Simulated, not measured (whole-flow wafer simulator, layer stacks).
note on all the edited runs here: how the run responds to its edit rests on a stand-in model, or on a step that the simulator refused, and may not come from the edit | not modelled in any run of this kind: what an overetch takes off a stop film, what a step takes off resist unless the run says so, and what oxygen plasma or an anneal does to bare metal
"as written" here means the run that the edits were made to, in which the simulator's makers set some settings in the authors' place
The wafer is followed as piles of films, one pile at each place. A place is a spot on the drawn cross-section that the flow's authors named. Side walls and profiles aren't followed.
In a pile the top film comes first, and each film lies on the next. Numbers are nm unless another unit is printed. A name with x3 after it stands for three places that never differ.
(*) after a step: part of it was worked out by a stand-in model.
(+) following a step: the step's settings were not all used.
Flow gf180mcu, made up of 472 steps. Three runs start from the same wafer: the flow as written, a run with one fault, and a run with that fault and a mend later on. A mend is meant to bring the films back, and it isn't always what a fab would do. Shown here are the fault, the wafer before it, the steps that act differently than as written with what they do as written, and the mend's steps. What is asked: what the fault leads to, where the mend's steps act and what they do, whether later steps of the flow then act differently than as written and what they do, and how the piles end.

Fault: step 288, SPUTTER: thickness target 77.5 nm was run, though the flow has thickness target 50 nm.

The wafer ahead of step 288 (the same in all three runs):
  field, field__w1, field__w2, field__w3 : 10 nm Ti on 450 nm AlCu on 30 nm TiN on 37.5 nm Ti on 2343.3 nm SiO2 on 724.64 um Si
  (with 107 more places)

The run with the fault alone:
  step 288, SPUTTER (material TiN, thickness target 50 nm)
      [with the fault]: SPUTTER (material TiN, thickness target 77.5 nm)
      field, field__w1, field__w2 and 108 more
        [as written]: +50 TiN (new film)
        [with the fault]: +77.5 TiN (new film)
  Steps further on in the flow that do not act as written (not shown: 3 more steps that differ only slightly, by at most 2% or 0.5 nm, whichever is larger):
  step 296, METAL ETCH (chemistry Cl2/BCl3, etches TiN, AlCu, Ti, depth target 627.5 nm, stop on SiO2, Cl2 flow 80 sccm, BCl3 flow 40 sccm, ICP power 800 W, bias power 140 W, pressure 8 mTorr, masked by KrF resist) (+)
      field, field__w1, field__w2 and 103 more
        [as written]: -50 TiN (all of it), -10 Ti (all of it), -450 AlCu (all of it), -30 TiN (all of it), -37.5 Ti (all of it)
        [with the fault]: -77.5 TiN (all of it), -10 Ti (all of it), -450 AlCu (all of it), -30 TiN (all of it), -37.5 Ti (all of it)
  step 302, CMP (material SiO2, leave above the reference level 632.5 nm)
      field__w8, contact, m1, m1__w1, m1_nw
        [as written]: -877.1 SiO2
        [with the fault]: -904.6 SiO2
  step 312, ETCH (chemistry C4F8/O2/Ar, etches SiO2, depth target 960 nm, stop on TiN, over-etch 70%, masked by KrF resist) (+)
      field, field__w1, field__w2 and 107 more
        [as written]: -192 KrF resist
        [with the fault]: -185.3 KrF resist
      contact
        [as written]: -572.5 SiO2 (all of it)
        [with the fault]: -545 SiO2 (all of it)
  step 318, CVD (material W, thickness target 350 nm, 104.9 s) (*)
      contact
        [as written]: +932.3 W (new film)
        [with the fault]: +904.5 W (new film)
  By the end, the piles at field__w8, contact, m1, m1__w1, m1_nw depart from the flow's by more than 2% or 0.5 nm, whichever is larger.
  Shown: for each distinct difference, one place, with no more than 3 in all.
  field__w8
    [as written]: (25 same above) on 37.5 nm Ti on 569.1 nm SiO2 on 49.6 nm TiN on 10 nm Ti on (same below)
    [with the fault]: (25 same above) on 37.5 nm Ti on 541.6 nm SiO2 on 77.1 nm TiN on 10 nm Ti on (same below)
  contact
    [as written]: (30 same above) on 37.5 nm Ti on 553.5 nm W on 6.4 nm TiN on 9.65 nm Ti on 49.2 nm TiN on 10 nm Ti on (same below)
    [with the fault]: (30 same above) on 37.5 nm Ti on 525.7 nm W on 6.51 nm TiN on 9.81 nm Ti on 76.7 nm TiN on 10 nm Ti on (same below)

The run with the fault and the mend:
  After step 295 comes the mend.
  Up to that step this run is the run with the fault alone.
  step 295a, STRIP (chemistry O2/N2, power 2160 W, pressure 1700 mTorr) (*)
      field__w8, contact, m1, m1__w1, m1_nw
        -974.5 KrF resist (all of it)
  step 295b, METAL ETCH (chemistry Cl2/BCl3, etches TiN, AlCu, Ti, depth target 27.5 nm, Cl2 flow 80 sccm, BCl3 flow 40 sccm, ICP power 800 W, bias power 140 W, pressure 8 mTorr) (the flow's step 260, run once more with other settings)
      field, field__w1, field__w2 and 108 more
        -27.5 TiN
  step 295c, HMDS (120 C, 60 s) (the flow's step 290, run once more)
      does not change any film at any place that is followed
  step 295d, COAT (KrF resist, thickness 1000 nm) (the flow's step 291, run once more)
      field, field__w1, field__w2 and 108 more
        +1000 KrF resist (new film)
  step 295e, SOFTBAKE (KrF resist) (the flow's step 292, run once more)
      does not change any film at any place that is followed
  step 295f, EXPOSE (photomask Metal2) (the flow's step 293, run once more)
      does not change any film at any place that is followed
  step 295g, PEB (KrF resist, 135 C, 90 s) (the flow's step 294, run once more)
      field, field__w1, field__w2 and 108 more
        -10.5 KrF resist
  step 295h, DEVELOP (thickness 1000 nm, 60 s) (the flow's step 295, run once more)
      field, field__w1, field__w2 and 103 more
        -989.5 KrF resist (all of it)
      field__w8, contact, m1, m1__w1, m1_nw
        -14.9 KrF resist
  None of the later steps of the flow acts differently than as written at any place that is followed.
  By the end, the piles equal the flow's at every place that both follow.
